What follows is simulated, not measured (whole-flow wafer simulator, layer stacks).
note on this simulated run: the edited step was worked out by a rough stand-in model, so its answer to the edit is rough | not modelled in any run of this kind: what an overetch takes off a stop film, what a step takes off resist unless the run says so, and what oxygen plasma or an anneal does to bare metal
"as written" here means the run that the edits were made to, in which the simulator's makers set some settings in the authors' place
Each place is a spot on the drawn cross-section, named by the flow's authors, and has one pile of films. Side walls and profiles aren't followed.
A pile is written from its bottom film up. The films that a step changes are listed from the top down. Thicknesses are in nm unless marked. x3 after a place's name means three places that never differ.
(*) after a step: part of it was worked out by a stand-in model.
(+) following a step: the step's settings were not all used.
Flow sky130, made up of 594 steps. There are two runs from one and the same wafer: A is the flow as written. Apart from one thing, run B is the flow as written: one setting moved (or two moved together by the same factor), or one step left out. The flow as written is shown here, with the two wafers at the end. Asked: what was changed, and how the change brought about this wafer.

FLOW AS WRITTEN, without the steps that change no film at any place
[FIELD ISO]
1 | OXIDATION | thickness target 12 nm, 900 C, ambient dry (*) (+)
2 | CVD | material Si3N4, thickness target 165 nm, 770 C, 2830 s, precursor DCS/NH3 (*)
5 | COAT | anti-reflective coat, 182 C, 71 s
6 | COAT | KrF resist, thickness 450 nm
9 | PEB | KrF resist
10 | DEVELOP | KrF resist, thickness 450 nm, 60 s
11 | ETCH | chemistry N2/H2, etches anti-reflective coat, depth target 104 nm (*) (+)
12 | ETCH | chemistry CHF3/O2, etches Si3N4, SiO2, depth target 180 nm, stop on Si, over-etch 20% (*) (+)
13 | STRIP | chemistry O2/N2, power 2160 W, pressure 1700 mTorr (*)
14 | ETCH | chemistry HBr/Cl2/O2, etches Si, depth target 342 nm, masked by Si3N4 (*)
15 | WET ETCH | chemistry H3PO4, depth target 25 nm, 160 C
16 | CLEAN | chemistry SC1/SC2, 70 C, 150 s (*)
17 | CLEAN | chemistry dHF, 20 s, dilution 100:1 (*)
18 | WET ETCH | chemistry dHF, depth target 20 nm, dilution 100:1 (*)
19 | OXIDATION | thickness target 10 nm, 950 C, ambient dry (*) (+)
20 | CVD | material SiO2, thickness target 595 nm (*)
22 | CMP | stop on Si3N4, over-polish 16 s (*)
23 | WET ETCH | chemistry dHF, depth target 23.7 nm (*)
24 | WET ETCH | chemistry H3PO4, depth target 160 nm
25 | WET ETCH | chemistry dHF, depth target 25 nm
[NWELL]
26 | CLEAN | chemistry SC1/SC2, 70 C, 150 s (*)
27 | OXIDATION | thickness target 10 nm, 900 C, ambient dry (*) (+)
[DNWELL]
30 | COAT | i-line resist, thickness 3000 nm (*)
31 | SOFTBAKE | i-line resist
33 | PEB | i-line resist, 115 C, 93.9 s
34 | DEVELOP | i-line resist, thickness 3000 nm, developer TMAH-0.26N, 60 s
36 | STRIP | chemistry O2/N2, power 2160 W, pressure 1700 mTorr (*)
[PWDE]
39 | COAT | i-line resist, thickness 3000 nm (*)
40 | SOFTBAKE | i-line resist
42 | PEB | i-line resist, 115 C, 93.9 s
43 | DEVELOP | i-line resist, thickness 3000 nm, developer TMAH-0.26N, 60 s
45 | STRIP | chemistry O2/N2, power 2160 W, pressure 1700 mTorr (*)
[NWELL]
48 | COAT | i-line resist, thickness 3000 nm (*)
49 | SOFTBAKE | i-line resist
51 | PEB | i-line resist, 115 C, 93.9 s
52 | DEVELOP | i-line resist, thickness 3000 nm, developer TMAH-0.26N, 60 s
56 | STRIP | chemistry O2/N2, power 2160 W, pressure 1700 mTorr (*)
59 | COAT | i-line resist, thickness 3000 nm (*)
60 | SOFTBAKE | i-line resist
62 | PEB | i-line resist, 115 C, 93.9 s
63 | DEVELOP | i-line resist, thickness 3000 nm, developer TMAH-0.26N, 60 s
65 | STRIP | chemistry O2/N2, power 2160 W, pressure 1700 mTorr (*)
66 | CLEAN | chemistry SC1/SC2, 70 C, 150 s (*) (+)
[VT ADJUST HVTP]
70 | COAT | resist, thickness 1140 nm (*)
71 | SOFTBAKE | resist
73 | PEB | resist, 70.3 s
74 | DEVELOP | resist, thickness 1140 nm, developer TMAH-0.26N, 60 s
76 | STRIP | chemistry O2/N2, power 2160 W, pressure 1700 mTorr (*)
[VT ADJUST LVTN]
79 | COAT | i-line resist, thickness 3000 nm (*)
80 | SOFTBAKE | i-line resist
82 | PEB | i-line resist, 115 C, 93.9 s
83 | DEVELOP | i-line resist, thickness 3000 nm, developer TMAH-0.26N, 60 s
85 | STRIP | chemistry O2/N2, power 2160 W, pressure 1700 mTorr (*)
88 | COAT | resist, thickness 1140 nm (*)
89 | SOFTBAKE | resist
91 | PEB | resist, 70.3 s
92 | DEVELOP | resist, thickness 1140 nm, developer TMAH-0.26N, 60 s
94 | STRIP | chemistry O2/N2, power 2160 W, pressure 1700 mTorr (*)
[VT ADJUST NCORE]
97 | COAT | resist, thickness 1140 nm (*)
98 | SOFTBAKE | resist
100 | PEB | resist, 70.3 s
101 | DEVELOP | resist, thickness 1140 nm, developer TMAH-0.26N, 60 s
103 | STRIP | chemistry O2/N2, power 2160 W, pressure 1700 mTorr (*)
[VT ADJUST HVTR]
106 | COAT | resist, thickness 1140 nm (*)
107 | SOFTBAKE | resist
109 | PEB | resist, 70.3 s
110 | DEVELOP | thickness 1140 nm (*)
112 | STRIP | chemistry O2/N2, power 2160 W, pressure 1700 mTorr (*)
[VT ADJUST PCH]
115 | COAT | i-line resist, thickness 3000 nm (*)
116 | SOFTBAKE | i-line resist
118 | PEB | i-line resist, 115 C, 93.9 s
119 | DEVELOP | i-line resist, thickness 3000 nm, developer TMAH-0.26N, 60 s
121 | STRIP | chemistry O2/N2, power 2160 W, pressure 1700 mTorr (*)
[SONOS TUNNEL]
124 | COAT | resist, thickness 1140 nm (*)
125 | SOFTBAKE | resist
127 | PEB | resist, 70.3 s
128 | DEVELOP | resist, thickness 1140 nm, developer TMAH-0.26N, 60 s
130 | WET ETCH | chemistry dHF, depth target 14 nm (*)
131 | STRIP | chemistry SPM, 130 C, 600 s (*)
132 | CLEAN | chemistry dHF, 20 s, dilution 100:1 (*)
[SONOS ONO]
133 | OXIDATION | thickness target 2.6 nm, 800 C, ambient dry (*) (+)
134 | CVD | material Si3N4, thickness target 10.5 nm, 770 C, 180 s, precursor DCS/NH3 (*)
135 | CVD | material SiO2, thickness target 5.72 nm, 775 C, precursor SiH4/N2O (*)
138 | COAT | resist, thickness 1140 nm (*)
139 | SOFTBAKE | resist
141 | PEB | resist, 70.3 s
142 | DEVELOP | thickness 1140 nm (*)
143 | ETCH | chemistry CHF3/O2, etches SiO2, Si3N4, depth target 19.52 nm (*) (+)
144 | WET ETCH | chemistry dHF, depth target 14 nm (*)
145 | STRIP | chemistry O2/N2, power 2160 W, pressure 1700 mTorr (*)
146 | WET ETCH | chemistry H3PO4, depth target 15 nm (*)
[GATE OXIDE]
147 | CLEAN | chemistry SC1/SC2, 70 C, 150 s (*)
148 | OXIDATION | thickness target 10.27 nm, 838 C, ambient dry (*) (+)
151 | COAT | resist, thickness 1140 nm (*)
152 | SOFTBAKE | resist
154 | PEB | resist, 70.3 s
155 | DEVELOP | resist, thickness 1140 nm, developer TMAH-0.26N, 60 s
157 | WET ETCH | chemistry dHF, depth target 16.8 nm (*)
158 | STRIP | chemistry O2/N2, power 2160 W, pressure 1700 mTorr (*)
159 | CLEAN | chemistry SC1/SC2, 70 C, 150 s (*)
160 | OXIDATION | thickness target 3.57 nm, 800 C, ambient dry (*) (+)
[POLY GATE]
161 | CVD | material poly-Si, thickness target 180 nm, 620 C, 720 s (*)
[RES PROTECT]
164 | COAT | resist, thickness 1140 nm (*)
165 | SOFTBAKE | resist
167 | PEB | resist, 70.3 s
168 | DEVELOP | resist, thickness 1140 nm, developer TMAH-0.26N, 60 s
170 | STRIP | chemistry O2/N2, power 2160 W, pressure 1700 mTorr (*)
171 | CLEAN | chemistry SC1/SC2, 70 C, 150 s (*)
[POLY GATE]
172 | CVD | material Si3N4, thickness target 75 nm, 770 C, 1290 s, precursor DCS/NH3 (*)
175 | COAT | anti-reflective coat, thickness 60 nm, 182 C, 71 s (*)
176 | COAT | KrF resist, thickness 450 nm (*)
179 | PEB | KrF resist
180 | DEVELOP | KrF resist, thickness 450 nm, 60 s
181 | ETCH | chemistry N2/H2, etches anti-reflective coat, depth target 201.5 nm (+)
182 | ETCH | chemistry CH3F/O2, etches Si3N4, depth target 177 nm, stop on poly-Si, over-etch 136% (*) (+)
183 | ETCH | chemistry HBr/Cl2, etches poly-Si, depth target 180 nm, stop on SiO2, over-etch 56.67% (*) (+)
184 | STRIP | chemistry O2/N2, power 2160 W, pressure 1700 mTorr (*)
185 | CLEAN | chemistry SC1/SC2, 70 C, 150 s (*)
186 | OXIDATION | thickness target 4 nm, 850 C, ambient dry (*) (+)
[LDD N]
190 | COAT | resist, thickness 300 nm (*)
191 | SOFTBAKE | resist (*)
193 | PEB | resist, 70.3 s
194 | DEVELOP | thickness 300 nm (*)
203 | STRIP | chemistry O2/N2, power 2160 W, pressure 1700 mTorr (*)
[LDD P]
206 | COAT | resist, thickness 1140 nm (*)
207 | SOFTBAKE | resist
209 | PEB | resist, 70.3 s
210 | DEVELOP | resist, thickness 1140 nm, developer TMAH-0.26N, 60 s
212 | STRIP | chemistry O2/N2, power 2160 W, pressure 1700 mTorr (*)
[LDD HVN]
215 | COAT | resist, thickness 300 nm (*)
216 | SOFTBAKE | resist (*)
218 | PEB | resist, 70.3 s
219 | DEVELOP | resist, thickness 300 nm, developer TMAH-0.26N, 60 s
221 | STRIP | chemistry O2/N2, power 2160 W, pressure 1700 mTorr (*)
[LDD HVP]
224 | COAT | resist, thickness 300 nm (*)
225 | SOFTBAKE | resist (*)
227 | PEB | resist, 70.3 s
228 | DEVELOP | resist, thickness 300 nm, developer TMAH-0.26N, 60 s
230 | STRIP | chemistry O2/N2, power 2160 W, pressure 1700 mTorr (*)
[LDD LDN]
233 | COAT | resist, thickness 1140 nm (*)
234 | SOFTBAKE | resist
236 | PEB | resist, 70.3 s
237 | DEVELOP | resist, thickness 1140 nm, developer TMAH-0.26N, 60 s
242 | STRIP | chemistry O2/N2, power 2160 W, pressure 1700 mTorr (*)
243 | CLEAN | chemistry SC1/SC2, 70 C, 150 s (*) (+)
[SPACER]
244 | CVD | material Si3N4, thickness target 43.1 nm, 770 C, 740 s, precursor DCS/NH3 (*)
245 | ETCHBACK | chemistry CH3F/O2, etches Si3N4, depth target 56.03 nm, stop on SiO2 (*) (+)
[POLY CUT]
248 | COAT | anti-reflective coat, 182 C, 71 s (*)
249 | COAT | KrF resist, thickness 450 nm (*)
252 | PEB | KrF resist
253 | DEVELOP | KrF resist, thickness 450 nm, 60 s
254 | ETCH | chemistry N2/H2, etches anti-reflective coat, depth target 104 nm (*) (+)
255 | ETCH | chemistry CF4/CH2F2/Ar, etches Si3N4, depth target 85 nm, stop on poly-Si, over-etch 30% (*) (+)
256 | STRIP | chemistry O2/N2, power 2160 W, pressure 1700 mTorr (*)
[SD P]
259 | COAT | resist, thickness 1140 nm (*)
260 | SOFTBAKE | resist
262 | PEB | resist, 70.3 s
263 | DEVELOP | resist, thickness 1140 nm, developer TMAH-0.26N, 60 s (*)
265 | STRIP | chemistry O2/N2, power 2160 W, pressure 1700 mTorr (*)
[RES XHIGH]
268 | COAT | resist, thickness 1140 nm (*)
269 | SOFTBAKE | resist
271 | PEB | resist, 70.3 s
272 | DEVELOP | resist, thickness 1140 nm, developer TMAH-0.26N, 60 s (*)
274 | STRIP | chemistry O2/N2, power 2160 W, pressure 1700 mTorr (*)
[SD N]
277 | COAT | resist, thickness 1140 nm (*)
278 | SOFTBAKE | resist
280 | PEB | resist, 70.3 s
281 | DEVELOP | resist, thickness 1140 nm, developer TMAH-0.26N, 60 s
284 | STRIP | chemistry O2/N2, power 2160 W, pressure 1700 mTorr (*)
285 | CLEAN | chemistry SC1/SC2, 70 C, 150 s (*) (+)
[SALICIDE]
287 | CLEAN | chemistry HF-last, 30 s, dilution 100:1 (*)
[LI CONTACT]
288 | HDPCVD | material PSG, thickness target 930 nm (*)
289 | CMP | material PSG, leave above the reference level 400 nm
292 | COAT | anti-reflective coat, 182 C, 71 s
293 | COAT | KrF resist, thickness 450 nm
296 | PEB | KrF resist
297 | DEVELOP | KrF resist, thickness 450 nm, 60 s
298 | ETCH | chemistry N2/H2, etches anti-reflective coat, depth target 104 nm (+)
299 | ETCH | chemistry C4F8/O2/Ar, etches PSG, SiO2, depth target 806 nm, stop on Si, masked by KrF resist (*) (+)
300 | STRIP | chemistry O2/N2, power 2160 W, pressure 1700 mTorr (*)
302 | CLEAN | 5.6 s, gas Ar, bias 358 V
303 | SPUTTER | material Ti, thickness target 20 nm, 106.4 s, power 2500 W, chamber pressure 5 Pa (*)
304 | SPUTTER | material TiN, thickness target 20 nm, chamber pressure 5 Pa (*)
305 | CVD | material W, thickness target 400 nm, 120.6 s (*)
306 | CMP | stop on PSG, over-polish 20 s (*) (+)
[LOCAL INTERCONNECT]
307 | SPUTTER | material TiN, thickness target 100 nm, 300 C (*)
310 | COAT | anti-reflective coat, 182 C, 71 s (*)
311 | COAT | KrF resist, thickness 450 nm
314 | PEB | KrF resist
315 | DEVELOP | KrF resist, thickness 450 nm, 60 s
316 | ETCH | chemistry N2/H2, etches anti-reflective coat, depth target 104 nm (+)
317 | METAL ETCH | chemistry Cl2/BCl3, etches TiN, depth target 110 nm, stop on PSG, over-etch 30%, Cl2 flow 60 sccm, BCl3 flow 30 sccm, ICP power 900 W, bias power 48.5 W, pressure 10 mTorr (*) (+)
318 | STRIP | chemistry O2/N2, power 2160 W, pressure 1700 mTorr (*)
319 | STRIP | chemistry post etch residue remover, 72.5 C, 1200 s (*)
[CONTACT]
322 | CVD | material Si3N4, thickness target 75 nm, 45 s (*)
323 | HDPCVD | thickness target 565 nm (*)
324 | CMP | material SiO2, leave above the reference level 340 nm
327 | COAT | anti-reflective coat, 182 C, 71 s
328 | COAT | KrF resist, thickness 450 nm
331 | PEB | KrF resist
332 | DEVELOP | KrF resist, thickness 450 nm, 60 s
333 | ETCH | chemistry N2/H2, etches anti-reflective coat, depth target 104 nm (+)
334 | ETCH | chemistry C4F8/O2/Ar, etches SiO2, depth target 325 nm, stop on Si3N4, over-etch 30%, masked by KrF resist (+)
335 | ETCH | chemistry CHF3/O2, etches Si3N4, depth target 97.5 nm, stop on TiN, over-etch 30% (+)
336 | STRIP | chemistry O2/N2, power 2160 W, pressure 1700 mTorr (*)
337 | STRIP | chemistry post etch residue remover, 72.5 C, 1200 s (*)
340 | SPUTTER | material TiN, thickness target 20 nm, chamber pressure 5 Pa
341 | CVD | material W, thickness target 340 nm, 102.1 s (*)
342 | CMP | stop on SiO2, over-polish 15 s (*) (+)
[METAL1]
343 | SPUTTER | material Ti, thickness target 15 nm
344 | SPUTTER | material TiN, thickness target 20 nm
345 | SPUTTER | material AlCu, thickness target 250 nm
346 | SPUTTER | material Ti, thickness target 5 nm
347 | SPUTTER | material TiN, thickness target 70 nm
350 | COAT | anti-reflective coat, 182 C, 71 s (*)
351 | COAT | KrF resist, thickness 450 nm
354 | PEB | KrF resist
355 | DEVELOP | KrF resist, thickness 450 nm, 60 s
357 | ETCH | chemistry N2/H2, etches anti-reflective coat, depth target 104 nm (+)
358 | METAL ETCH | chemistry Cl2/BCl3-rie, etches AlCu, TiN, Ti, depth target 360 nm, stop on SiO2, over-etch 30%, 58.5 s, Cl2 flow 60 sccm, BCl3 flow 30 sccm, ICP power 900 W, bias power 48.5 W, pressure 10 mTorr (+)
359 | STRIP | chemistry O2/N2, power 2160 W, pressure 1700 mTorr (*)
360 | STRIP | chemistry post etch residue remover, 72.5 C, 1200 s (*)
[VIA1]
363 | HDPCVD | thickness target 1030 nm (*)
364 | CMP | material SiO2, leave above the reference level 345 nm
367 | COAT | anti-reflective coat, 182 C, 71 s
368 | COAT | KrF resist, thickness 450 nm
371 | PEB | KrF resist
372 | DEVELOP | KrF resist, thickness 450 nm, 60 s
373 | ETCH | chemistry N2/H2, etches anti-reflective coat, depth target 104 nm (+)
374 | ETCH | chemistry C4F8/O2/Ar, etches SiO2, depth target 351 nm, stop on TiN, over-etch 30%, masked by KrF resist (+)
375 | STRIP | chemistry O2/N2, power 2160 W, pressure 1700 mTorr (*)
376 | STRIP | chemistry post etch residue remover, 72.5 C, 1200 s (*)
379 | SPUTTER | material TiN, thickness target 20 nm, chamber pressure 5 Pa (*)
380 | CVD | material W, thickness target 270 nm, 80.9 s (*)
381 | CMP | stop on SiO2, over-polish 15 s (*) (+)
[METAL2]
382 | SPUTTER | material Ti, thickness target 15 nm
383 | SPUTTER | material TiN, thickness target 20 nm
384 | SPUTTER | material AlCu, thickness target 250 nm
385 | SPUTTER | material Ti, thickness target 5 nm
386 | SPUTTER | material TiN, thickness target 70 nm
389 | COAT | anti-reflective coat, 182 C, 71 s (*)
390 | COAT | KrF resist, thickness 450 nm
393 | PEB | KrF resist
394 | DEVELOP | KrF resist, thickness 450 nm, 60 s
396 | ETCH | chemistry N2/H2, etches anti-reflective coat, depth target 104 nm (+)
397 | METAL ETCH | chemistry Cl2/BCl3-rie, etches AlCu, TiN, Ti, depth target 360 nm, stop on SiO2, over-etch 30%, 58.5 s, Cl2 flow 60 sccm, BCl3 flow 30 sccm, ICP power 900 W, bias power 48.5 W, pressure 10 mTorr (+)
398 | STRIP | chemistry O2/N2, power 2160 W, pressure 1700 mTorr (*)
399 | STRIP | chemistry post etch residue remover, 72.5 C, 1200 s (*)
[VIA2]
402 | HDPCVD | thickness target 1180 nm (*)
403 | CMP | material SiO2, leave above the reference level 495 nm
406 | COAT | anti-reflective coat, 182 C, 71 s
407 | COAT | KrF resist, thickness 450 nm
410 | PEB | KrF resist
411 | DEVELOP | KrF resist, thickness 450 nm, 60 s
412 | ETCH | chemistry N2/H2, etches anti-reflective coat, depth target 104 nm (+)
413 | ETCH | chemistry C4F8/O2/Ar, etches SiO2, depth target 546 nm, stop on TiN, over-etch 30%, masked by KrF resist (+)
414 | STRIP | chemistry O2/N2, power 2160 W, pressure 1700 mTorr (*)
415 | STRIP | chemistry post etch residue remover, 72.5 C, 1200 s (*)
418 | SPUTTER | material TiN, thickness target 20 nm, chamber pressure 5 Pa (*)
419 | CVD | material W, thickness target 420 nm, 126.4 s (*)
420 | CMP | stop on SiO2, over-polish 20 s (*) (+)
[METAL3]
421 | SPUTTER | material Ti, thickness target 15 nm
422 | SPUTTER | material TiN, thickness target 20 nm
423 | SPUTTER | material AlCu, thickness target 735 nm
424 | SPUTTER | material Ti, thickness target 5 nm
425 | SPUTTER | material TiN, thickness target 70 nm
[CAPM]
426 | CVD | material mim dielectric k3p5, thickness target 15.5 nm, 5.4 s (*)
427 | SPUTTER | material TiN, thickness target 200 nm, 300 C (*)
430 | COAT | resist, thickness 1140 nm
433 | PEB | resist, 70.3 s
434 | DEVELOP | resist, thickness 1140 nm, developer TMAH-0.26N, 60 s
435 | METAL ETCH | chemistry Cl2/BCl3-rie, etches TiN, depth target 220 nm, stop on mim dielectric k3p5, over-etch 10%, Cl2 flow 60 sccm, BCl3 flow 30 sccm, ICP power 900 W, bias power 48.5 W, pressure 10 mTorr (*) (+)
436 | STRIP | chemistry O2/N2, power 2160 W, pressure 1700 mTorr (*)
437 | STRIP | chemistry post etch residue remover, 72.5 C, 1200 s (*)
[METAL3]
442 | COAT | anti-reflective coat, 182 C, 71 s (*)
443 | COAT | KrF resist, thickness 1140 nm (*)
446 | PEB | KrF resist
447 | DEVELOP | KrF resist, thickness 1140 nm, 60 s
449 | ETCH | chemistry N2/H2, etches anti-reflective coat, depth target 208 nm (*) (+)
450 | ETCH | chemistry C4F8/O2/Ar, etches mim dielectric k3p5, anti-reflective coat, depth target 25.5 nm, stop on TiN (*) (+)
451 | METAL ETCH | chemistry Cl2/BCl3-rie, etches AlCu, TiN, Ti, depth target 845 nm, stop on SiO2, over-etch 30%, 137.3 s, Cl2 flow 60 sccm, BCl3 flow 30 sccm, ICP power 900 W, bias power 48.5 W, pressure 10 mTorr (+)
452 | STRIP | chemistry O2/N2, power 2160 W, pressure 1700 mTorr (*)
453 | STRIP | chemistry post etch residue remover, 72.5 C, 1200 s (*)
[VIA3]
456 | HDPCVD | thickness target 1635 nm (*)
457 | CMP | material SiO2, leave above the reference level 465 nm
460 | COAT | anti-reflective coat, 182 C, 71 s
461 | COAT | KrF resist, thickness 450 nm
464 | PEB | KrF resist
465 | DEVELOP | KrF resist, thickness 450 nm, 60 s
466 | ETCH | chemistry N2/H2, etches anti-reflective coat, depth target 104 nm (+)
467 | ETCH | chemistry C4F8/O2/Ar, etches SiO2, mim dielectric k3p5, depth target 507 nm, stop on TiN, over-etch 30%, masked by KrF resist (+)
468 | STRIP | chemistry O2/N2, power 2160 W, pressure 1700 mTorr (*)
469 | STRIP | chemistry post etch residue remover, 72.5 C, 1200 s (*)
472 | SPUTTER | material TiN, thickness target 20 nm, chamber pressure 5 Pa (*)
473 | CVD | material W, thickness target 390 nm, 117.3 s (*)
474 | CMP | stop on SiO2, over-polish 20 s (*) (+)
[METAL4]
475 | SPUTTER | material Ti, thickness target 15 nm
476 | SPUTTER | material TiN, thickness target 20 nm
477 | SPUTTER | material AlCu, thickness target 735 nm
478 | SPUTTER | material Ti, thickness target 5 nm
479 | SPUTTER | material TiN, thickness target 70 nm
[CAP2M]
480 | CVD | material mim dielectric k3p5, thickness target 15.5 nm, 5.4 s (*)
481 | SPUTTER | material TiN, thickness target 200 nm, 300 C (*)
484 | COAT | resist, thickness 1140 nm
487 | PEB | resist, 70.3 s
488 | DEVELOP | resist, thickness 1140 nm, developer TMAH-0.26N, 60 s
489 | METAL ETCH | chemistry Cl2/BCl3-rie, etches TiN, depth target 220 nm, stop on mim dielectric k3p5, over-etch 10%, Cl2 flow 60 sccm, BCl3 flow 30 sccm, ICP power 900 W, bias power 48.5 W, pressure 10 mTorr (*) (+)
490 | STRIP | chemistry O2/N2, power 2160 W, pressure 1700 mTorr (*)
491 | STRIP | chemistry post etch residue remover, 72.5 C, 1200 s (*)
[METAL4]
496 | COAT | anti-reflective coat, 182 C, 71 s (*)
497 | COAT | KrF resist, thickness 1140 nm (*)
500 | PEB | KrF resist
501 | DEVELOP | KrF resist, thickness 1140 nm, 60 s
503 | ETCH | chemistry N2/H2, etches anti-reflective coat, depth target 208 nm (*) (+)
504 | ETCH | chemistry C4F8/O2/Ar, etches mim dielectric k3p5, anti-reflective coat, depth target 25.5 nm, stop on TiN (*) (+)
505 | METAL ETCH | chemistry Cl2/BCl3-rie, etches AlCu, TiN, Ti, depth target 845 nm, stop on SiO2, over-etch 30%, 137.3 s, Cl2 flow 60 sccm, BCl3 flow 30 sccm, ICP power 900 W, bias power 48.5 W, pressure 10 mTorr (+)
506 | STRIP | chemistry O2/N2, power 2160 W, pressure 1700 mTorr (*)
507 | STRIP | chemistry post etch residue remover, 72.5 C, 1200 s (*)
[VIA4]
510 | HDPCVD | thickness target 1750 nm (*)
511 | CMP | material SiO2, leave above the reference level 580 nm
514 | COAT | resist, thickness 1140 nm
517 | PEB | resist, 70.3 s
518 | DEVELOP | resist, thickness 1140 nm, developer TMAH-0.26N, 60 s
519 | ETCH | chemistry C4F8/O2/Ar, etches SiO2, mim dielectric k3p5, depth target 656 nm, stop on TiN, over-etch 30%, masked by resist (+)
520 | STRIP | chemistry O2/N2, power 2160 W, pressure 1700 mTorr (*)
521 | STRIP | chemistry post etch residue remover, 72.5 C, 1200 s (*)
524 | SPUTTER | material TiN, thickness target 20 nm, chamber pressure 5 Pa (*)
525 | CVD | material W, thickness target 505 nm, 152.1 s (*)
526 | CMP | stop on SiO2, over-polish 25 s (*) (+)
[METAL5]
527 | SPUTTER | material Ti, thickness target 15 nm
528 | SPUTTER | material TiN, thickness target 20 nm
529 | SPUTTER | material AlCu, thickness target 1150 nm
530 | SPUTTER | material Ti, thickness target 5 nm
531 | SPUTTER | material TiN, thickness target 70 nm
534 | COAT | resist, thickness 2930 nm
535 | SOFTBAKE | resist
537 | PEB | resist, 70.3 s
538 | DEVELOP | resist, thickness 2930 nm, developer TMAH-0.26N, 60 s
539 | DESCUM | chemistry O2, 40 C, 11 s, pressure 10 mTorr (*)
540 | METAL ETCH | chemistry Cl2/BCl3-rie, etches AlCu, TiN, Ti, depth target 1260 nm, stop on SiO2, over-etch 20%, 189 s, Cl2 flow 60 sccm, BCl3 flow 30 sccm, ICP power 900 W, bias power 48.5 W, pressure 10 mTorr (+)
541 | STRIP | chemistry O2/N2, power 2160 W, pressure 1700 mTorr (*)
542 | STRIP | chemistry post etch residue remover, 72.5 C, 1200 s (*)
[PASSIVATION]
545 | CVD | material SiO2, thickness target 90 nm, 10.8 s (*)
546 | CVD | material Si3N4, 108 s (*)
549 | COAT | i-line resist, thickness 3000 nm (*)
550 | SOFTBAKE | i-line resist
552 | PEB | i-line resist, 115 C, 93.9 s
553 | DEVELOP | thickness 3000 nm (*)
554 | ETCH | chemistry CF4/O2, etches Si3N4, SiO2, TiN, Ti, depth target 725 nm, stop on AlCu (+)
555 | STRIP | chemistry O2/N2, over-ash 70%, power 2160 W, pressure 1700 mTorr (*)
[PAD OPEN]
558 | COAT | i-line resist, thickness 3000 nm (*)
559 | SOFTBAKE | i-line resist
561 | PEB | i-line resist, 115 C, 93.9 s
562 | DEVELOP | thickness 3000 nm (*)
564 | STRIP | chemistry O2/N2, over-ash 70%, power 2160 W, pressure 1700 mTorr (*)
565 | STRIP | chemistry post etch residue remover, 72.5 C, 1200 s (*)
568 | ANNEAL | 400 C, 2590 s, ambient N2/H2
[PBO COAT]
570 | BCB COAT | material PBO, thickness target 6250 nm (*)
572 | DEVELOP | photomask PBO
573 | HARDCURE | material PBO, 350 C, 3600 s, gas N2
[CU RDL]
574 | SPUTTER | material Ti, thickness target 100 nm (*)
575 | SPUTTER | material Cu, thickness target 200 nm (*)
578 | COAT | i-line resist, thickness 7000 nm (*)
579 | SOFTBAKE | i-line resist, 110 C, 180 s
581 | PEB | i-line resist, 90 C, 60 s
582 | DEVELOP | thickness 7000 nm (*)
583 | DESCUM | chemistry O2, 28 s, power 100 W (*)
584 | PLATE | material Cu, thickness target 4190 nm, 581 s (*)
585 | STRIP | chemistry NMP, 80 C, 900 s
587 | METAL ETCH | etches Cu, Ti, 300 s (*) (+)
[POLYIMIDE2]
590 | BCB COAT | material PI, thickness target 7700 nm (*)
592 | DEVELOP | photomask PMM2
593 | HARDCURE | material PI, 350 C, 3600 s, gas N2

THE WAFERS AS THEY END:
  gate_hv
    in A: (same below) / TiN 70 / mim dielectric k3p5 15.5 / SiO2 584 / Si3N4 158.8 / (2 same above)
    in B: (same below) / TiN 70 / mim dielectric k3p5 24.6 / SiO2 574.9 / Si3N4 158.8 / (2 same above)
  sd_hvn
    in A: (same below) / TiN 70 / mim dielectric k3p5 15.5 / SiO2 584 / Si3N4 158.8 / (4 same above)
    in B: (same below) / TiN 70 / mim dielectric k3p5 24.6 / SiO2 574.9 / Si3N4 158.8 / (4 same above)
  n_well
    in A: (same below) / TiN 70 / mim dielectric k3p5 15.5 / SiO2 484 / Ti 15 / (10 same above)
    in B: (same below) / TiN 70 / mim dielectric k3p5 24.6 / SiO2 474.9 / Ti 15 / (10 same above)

Cause: step 480, CVD: thickness target 24.6 nm was run, whereas the flow has thickness target 15.5 nm; step 480, CVD: 8.59 s was run, where the flow has 5.4 s.
The wafer itself shows it: gate_hv has mim dielectric k3p5 24.6, and step 480 as written asks for 15.5 nm.

How this came from the change, step by step:
  480 | CVD | material mim dielectric k3p5, thickness target 15.5 nm, 5.4 s (*)
      field, active, n_well and 189 more: A +15.5 mim dielectric k3p5 (new film) | B +24.6 mim dielectric k3p5 (new film)
  504 | ETCH | chemistry C4F8/O2/Ar, etches mim dielectric k3p5, anti-reflective coat, depth target 25.5 nm, stop on TiN (*) (+)
      n_well, p_well, gate_hv and 102 more: A -15.5 KrF resist | B -17 KrF resist
      field, active, gate and 85 more: A -15.5 mim dielectric k3p5 (all of it) | B -24.6 mim dielectric k3p5 (all of it)
  519 | ETCH | chemistry C4F8/O2/Ar, etches SiO2, mim dielectric k3p5, depth target 656 nm, stop on TiN, over-etch 30%, masked by resist (+)
      m1: A -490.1 SiO2 (all of it), -15.5 mim dielectric k3p5 (all of it) | B -481 SiO2 (all of it), -24.6 mim dielectric k3p5 (all of it)
      via4_hole: A -489.5 SiO2 (all of it), -15.5 mim dielectric k3p5 (all of it) | B -480.4 SiO2 (all of it), -24.6 mim dielectric k3p5 (all of it)
